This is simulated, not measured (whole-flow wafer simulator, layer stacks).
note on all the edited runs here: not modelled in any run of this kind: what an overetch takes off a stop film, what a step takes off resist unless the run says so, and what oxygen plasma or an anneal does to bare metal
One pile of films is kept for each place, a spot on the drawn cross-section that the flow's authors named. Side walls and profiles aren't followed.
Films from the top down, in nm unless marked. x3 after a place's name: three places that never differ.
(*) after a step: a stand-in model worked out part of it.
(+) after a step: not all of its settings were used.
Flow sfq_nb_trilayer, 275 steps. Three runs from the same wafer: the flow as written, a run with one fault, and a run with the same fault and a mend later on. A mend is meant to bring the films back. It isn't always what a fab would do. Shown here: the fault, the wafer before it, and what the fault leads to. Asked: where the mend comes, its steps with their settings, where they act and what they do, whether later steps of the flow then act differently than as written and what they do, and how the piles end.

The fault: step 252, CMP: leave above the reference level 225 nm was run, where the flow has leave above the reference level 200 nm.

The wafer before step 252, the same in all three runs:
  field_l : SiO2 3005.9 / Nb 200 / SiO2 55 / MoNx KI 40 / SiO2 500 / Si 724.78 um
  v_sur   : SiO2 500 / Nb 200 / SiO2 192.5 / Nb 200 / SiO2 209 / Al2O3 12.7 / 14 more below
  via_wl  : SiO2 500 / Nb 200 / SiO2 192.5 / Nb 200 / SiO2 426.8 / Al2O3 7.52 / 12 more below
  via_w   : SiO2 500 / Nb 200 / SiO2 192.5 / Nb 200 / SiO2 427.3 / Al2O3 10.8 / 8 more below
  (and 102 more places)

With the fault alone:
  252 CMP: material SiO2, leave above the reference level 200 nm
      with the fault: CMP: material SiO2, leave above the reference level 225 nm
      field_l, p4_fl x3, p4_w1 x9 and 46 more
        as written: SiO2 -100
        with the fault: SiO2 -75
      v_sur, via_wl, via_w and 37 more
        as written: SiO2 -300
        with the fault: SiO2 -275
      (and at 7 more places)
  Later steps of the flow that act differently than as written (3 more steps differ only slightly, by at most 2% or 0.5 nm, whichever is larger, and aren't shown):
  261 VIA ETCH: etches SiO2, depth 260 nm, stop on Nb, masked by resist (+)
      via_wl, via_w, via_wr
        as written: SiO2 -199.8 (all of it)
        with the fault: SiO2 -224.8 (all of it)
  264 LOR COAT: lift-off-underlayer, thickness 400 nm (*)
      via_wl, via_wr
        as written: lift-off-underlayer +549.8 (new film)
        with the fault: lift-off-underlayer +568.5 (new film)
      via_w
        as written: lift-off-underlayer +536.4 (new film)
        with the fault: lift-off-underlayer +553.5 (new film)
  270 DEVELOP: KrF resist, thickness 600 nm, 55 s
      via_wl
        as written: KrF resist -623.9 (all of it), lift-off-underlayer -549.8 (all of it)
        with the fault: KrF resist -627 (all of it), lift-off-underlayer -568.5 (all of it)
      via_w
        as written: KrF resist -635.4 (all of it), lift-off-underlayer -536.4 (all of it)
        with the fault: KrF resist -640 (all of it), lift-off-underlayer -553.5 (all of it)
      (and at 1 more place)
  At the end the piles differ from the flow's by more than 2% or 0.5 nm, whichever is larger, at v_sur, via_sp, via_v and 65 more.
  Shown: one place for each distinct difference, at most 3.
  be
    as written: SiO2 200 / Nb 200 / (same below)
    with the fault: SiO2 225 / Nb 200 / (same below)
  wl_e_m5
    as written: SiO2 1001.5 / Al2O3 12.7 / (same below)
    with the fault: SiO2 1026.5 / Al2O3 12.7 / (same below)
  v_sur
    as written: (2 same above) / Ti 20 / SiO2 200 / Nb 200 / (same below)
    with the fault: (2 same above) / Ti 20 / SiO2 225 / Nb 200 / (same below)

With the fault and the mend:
  The mend comes after step 253.
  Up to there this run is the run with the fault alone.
  253a CMP: material SiO2, leave above the reference level 200 nm (the flow's step 252 once more)
      field_l, v_sur, via_wl and 103 more
        SiO2 -25
  No later step of the flow acts differently than as written at any place that is followed.
  At the end the piles are the same as the flow's at every place that both follow.
